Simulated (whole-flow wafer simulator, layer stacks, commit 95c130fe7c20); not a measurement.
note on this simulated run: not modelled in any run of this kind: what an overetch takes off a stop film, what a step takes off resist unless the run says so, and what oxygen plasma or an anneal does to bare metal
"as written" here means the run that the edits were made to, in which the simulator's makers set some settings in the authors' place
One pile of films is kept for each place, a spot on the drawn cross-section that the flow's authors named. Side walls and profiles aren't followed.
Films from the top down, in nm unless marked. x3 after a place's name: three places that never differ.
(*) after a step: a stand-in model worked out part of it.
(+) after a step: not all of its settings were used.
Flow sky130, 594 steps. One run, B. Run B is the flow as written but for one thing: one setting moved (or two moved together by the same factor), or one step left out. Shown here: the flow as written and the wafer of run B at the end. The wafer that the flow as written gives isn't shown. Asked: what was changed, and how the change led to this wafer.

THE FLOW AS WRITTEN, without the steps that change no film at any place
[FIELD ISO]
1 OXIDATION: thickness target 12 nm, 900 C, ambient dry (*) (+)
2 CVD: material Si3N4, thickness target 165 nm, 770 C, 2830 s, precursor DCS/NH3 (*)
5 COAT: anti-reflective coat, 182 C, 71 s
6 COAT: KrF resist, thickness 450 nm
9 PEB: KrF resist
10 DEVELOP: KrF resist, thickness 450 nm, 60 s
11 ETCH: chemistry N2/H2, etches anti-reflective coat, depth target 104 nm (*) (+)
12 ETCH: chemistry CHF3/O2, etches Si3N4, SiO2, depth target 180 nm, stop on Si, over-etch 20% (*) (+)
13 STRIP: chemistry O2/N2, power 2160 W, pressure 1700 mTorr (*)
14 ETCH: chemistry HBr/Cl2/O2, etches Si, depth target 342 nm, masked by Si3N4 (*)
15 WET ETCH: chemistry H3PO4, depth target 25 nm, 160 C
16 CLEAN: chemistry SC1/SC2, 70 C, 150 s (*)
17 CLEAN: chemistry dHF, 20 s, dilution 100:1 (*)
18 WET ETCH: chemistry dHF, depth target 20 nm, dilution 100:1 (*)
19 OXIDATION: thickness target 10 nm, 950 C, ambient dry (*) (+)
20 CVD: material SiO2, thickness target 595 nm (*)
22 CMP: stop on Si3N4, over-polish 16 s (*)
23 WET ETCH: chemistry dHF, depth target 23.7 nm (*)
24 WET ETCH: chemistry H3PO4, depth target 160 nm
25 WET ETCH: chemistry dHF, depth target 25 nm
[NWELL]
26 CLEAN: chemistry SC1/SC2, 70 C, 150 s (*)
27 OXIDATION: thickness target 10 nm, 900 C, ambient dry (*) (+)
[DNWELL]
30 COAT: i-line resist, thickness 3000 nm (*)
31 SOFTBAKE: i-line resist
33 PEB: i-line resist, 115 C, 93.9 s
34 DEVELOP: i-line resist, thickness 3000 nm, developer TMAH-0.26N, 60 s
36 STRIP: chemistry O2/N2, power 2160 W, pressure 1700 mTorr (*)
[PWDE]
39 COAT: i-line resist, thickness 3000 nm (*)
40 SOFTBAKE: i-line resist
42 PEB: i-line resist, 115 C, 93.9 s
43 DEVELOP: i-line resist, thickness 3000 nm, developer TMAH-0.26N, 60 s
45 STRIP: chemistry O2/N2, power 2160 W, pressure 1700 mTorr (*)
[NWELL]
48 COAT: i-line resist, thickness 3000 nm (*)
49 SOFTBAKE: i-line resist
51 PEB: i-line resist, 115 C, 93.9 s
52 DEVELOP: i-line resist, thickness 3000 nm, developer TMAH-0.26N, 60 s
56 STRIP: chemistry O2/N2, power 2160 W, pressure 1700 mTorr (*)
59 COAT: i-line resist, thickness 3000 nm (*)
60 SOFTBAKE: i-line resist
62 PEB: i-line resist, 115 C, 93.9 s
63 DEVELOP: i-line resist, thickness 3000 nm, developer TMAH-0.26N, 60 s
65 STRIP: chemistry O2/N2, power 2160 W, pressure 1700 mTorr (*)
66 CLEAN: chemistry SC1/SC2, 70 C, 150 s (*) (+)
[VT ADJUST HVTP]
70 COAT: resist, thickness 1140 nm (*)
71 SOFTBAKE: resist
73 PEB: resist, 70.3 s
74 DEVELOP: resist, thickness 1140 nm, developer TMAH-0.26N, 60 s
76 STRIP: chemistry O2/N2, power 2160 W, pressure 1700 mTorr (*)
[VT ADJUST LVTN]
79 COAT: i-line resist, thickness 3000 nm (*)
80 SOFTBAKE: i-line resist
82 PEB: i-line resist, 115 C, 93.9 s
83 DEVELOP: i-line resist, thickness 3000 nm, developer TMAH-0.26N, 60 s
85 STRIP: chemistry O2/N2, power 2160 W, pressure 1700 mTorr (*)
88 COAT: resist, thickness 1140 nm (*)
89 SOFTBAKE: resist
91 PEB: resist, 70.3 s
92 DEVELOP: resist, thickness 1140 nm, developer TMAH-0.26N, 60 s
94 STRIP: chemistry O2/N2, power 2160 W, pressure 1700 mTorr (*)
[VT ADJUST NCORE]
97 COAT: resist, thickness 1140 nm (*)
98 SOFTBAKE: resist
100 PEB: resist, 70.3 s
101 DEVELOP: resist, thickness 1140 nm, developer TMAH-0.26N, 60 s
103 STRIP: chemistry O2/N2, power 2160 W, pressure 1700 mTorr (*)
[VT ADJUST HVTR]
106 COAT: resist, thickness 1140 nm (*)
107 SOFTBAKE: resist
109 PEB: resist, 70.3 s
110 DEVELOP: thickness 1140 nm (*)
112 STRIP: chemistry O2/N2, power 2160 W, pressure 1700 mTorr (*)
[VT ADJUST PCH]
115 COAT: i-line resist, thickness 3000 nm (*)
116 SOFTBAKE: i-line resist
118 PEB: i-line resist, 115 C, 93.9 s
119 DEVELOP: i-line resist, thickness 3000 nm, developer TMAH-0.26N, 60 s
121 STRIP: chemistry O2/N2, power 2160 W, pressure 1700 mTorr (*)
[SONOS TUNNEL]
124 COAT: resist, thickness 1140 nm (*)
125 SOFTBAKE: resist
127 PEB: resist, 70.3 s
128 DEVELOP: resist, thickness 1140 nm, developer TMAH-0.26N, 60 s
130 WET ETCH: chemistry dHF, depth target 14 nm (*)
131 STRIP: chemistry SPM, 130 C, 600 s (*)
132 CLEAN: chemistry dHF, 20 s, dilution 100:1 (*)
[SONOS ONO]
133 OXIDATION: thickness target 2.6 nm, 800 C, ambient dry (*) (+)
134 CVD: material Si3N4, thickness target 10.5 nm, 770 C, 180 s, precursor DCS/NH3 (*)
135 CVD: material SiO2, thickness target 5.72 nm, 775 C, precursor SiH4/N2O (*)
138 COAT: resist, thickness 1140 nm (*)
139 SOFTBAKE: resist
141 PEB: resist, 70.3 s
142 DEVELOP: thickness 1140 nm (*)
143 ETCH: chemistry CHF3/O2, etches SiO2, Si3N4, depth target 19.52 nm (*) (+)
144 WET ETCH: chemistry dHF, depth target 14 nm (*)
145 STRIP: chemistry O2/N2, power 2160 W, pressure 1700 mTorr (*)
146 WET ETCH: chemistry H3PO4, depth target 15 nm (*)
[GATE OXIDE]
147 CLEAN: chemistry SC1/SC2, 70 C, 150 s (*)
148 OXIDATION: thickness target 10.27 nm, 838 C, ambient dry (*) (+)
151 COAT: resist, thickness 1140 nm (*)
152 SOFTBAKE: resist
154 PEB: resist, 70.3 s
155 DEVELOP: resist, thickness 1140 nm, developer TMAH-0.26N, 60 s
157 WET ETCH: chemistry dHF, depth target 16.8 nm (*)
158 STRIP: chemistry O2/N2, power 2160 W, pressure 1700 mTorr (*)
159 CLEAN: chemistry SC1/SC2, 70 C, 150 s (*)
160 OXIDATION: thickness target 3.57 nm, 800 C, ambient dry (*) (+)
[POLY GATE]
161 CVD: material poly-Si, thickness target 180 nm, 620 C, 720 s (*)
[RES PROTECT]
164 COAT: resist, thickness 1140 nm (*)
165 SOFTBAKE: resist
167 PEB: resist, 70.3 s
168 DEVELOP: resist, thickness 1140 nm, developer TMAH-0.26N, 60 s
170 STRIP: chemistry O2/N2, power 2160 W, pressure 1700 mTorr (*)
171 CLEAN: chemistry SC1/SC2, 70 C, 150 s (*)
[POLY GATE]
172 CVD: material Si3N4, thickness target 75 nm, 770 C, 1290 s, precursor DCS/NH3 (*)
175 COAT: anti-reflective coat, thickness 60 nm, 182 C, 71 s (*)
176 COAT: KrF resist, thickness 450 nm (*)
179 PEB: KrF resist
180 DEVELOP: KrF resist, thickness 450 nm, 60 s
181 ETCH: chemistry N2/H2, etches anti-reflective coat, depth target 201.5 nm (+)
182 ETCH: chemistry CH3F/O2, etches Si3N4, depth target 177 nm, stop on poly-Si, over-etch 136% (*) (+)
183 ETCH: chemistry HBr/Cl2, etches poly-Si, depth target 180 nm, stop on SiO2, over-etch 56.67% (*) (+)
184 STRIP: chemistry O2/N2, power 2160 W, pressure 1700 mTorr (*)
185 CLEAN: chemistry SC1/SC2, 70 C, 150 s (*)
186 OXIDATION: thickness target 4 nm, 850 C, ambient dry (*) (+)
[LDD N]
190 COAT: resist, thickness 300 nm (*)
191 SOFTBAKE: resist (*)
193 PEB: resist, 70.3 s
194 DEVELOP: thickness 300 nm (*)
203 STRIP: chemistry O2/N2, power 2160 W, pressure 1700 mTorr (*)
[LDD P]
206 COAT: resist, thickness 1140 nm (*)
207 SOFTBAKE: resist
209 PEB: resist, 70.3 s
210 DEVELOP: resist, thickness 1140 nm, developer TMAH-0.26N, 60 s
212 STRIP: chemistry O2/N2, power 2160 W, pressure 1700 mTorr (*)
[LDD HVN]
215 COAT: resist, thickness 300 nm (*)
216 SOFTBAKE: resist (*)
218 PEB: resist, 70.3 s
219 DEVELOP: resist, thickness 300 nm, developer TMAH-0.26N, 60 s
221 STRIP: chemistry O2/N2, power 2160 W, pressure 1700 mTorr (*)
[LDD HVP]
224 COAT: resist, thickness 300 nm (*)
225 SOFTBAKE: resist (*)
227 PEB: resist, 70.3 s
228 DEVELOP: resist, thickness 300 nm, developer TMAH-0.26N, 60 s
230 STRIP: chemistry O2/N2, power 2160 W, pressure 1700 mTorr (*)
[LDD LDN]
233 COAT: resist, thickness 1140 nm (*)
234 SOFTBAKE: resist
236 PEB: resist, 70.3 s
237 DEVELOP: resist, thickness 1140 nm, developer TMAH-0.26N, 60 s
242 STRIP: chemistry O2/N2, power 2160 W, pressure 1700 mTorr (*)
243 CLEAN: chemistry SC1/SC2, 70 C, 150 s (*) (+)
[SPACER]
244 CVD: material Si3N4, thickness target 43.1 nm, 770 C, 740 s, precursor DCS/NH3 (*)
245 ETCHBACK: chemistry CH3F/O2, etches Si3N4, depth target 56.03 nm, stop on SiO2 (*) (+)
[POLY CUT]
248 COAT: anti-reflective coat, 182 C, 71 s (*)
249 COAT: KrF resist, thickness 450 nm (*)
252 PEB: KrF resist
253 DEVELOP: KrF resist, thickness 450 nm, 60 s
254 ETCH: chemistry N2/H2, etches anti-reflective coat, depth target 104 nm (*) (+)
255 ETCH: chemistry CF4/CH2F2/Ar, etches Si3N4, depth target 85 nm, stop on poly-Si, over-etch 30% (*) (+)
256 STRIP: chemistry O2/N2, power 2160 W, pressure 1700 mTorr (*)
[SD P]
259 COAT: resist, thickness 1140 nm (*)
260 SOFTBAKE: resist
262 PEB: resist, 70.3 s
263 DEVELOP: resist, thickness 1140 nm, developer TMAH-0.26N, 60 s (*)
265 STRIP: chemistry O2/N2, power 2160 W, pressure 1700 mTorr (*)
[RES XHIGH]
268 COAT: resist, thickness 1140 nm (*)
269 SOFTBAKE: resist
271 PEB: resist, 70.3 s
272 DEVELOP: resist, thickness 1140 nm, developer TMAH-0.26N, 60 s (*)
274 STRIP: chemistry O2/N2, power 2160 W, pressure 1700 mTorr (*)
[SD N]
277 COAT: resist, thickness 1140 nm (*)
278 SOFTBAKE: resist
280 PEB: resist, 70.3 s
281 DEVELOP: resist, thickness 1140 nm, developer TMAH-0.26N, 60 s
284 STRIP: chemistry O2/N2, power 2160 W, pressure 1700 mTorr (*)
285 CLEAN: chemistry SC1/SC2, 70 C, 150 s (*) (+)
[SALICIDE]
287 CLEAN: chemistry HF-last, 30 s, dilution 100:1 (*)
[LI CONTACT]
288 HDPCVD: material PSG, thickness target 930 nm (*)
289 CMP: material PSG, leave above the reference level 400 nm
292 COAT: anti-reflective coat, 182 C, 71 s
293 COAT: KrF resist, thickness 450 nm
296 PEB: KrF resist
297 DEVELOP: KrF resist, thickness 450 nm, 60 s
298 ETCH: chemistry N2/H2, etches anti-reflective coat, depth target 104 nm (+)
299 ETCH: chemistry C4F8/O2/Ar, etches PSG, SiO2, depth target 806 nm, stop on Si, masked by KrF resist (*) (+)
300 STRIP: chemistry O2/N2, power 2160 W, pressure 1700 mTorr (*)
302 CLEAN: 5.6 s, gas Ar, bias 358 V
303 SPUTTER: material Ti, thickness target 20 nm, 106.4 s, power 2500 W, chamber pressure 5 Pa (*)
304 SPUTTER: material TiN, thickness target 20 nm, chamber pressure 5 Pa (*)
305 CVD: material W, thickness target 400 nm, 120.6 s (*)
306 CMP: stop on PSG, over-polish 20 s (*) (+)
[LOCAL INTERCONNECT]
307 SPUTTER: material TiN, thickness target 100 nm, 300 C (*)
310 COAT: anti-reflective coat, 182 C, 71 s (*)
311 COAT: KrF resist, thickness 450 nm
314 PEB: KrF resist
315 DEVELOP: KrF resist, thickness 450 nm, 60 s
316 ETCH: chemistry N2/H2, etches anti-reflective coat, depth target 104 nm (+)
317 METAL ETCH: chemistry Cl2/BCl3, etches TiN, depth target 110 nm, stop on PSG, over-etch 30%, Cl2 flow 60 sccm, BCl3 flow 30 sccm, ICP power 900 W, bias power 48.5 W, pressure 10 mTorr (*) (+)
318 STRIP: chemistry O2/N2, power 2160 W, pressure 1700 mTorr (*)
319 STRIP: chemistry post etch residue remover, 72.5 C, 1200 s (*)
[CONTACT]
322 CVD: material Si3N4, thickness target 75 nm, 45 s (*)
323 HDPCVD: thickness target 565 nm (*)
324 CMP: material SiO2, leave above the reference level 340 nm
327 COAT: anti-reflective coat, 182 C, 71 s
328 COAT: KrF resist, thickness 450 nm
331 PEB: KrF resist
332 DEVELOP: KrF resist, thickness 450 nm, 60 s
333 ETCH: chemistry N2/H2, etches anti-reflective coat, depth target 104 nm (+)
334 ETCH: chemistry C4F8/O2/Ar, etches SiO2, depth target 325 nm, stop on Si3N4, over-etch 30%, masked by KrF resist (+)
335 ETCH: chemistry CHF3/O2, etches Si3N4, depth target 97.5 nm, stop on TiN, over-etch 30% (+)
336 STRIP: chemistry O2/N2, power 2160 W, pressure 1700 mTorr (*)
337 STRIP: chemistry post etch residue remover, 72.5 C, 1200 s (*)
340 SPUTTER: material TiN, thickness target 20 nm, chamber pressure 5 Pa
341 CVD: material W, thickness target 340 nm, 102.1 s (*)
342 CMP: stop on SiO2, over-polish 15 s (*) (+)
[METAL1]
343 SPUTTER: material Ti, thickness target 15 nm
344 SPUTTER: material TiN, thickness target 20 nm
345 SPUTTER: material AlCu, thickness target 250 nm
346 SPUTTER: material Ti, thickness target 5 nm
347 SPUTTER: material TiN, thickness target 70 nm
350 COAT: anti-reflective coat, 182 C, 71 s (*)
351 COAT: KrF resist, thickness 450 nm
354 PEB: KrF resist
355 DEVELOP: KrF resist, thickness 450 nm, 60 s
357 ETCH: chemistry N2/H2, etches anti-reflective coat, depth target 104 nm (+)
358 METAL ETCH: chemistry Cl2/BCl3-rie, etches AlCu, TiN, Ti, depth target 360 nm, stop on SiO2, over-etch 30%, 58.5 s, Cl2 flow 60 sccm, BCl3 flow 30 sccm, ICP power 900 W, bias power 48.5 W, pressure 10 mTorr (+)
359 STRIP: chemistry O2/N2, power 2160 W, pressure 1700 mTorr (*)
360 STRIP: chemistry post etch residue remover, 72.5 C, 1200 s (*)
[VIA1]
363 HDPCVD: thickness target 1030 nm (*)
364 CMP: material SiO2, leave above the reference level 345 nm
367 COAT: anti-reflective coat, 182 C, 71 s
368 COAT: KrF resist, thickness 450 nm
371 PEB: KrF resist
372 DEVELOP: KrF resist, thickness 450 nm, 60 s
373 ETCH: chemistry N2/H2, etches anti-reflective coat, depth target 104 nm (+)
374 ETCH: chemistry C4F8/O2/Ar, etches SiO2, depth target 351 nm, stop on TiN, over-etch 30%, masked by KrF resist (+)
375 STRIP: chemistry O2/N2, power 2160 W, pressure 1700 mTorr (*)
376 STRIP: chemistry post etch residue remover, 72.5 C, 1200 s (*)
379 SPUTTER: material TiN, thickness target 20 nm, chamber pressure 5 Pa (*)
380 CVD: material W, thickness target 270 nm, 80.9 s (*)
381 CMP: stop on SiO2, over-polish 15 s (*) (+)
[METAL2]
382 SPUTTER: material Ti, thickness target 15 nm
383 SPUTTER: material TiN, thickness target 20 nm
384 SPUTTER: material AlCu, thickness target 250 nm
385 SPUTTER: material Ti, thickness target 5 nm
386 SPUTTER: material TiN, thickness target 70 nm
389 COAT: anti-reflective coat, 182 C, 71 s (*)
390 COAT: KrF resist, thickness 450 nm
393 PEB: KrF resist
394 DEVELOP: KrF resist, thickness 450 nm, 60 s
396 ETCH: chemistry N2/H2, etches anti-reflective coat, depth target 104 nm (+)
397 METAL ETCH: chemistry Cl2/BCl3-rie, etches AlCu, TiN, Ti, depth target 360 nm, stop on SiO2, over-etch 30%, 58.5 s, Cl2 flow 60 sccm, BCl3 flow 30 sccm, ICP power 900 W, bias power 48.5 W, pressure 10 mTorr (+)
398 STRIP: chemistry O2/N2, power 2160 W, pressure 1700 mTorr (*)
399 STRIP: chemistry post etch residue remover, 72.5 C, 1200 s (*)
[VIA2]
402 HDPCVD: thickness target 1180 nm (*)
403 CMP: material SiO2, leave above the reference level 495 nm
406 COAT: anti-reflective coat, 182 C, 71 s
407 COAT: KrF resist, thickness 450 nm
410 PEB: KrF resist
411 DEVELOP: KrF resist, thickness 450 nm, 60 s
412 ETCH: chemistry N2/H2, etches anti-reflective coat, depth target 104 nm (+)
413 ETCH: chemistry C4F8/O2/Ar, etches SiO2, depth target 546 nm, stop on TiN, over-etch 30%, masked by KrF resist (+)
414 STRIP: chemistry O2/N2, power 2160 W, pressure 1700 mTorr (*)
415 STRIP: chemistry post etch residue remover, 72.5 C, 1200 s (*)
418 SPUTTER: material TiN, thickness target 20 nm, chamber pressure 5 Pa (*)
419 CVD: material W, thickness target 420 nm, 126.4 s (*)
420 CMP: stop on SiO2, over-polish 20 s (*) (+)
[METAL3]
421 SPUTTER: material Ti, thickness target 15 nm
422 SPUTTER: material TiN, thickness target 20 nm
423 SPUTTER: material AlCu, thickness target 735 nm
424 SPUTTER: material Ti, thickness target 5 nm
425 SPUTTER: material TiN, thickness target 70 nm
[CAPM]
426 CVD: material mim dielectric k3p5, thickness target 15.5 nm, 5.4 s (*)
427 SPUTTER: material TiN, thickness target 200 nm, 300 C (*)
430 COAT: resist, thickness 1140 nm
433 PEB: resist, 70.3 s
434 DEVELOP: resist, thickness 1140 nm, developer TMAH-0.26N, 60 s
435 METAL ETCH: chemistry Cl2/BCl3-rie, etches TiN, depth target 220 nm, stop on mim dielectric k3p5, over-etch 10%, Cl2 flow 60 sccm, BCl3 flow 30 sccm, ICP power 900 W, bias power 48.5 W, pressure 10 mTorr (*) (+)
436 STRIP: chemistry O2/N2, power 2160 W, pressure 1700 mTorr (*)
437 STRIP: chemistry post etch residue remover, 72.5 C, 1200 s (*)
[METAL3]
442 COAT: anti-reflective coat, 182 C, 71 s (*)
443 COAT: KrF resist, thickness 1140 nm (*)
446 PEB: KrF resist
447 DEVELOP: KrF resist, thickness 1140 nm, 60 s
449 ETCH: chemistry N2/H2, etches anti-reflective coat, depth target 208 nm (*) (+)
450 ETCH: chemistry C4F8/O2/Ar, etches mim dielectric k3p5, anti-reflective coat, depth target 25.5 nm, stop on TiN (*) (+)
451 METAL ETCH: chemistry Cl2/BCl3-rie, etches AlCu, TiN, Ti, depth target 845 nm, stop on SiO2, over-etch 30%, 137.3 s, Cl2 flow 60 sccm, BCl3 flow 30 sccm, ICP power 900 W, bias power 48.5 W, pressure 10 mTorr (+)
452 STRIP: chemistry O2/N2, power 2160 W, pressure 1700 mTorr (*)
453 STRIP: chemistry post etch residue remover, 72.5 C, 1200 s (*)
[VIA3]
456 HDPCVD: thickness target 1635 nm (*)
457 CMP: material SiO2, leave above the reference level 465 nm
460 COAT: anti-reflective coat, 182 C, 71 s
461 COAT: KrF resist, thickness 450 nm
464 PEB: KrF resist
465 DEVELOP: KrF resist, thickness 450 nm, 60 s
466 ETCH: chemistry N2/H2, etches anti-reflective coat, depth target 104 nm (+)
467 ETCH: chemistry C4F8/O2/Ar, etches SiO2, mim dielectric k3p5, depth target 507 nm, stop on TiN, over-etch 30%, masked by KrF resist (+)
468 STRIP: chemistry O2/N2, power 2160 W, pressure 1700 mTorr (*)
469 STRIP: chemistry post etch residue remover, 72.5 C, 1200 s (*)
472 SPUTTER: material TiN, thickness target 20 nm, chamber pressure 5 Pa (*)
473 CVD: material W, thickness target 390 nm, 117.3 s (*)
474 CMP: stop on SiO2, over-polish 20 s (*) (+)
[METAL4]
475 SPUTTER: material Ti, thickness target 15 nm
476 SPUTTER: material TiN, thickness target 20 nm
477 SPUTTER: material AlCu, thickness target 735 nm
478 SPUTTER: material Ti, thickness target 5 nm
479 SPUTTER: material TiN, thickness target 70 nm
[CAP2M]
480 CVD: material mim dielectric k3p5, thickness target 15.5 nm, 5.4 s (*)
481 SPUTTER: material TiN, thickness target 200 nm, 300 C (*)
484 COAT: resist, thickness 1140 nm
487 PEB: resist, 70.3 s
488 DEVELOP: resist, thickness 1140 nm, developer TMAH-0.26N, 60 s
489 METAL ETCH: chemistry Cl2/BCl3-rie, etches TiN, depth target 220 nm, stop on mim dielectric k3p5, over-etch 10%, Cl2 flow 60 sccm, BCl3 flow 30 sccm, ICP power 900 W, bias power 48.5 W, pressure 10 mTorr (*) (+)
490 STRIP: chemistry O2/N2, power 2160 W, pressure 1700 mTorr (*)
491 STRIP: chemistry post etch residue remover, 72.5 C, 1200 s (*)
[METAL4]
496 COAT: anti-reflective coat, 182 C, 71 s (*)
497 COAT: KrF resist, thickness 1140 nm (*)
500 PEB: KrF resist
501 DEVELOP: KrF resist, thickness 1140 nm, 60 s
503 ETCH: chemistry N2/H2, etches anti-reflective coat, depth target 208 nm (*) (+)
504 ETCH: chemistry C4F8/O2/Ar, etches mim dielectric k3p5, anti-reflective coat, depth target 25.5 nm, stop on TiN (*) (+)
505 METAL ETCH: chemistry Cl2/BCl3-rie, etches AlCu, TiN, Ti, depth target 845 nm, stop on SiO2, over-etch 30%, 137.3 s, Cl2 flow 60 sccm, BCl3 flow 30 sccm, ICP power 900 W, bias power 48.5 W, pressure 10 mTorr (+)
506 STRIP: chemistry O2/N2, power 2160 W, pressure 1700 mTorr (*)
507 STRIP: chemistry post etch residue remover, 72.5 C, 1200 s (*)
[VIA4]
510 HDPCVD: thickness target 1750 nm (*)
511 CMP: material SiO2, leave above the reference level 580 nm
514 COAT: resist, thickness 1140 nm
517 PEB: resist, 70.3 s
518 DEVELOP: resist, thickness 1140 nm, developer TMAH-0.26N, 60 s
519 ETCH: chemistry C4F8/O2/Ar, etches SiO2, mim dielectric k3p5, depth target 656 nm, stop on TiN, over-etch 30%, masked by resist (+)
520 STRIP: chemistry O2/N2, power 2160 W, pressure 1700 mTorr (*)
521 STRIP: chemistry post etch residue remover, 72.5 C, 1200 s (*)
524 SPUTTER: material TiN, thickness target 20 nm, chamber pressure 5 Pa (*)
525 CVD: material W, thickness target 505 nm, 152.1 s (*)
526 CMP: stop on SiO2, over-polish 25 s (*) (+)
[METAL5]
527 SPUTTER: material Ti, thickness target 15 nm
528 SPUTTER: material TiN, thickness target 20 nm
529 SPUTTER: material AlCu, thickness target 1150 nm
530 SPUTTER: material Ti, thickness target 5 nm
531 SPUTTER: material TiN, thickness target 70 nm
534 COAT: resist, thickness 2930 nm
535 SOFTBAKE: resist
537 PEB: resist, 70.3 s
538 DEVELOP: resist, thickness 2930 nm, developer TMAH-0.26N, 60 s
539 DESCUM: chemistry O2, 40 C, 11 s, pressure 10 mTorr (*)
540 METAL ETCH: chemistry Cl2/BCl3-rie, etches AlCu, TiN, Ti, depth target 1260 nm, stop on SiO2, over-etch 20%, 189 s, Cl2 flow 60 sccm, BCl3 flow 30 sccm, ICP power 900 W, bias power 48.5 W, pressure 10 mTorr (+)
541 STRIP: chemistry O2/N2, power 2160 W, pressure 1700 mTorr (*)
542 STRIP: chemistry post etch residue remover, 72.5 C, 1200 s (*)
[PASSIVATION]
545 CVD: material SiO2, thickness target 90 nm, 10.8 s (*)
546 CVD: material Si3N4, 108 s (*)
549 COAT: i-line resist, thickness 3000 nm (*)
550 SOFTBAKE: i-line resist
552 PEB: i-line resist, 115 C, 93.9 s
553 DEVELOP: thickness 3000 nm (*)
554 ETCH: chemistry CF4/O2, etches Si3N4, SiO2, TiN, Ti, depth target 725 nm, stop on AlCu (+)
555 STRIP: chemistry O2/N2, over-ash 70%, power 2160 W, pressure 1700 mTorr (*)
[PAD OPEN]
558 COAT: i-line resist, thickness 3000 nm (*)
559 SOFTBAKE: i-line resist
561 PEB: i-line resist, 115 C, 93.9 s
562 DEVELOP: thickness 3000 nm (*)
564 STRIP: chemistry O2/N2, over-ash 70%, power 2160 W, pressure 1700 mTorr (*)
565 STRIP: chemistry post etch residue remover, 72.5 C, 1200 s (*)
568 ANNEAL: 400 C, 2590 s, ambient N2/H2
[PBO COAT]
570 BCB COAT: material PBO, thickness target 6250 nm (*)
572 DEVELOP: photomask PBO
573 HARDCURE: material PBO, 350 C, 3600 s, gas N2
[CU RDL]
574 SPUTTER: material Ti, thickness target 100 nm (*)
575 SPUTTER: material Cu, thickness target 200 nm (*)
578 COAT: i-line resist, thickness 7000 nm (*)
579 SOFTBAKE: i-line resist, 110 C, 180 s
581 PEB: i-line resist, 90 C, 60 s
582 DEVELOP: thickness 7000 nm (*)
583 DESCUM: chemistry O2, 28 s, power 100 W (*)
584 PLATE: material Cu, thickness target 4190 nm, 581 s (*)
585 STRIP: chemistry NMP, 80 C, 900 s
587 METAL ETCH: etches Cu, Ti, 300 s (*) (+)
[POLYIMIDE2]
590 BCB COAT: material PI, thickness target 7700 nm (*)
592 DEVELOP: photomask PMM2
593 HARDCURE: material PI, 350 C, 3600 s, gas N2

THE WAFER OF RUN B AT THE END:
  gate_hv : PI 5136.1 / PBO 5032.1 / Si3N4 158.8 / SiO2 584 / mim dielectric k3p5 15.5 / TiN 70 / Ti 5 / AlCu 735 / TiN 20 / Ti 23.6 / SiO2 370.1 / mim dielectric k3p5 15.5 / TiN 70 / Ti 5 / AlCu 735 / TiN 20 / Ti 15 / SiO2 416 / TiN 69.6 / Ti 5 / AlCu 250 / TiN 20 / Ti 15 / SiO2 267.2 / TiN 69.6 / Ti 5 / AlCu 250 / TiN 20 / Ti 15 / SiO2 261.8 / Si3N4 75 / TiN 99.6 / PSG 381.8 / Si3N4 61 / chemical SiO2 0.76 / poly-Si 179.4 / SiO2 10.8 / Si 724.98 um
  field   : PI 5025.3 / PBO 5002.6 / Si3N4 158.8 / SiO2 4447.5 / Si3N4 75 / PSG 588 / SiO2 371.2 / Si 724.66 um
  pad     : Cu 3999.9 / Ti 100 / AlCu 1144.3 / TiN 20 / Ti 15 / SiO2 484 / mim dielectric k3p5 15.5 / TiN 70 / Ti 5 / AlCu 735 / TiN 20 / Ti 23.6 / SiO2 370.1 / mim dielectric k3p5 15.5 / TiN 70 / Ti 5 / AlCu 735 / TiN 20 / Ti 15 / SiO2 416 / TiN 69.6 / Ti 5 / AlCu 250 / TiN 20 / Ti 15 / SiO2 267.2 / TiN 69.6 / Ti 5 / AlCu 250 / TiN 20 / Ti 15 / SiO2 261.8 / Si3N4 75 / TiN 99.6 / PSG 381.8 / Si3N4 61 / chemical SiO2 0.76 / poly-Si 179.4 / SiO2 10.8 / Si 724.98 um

The cause: step 475, SPUTTER: thickness target 23.6 nm was run, where the flow has thickness target 15 nm.
It can be read off the wafer: gate_hv has Ti 23.6, and step 475 as written asks for 15 nm.

How the change led to this, step by step:
  475 SPUTTER: material Ti, thickness target 15 nm
      field, active, n_well and 189 more: Ti +23.6 (new film) (as written it would be: Ti +15 (new film))
  505 METAL ETCH: chemistry Cl2/BCl3-rie, etches AlCu, TiN, Ti, depth target 845 nm, stop on SiO2, over-etch 30%, 137.3 s, Cl2 flow 60 sccm, BCl3 flow 30 sccm, ICP power 900 W, bias power 48.5 W, pressure 10 mTorr (+)
      field, gate, spacer and 68 more: TiN -70 (all of it), Ti -5 (all of it), AlCu -735 (all of it), TiN -20 (all of it), Ti -23.6 (all of it), SiO2 -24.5 (as written it would be: TiN -70 (all of it), Ti -5 (all of it), AlCu -735 (all of it), TiN -20 (all of it), Ti -15 (all of it), SiO2 -25.4)
      active, vpp_iso1, mim_edge_plate and 14 more: TiN -70 (all of it), Ti -5 (all of it), AlCu -735 (all of it), TiN -20 (all of it), Ti -23.6 (all of it), SiO2 -24.5 (as written it would be: TiN -70 (all of it), Ti -5 (all of it), AlCu -735 (all of it), TiN -20 (all of it), Ti -15 (all of it), SiO2 -25.3)
  511 CMP: material SiO2, leave above the reference level 580 nm
      field, active, gate and 77 more: SiO2 -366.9 (as written it would be: SiO2 -374.7)
      iso_guard__w1, mim_edge_gap, vpp_l1ln, vpp_m3ln, rpm_encl, via2_enc, rpm_encl_psd, iso_guard_nsd_tip: SiO2 -366.9 (as written it would be: SiO2 -374.6)
